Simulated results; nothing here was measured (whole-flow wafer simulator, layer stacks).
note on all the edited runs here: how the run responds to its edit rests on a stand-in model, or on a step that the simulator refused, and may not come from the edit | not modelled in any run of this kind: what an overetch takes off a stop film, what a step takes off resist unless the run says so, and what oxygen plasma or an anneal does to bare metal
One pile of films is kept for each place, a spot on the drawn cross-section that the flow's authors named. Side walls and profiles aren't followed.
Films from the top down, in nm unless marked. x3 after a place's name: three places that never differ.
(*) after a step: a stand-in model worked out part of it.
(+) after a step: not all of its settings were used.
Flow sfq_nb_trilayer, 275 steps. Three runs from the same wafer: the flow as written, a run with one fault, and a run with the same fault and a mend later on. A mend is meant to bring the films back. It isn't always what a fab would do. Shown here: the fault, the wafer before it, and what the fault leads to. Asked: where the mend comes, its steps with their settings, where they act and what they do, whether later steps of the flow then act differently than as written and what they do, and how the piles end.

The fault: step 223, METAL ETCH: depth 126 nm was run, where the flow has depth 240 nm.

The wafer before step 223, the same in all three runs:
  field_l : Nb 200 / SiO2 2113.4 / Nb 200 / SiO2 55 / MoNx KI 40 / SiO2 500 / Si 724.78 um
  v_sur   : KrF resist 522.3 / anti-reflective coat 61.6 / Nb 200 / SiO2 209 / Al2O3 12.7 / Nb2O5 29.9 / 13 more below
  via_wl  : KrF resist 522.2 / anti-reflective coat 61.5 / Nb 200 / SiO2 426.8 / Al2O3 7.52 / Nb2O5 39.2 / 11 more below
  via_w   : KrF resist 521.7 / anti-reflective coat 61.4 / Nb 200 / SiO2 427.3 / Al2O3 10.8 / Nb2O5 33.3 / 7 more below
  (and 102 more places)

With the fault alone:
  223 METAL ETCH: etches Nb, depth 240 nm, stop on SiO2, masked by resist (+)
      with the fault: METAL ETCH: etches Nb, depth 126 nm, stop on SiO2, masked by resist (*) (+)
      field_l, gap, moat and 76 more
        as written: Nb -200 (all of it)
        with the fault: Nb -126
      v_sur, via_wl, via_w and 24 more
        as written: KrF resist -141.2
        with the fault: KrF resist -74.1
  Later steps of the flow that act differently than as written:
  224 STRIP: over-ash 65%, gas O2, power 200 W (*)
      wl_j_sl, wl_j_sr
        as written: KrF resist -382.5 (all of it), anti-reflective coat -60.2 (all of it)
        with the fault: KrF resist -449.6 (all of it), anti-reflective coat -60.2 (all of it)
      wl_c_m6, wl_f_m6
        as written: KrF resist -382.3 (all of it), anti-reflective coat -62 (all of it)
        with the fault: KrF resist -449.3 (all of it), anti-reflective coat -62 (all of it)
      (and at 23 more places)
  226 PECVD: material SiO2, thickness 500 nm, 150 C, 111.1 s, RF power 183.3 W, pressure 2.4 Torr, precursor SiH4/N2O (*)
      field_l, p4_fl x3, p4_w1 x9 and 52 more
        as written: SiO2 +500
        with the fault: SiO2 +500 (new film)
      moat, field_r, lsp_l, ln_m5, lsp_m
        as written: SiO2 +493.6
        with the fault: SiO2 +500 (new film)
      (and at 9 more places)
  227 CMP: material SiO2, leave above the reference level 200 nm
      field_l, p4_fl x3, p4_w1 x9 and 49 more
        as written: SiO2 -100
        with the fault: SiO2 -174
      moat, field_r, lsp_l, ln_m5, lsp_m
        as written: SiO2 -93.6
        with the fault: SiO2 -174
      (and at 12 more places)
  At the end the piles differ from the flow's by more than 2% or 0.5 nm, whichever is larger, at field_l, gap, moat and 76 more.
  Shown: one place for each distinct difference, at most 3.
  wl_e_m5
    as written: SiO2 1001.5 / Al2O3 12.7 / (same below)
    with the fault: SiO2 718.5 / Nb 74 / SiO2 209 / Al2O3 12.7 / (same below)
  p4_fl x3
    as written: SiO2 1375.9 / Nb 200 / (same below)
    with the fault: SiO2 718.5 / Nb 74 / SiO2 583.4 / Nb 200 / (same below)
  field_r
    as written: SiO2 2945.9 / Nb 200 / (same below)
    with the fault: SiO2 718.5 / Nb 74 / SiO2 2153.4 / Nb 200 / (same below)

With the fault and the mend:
  The mend comes after step 223.
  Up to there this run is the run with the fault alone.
  223a METAL ETCH: etches Nb, depth 114 nm, stop on SiO2, masked by resist (+) (the flow's step 223 once more, with other settings)
      field_l, gap, moat and 76 more
        Nb -74 (all of it)
      v_sur, via_wl, via_w and 24 more
        KrF resist -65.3
  No later step of the flow acts differently than as written, at any place that is followed, by more than 2% or 0.5 nm, whichever is larger.
  At the end the piles are the same as the flow's at every place that both follow.
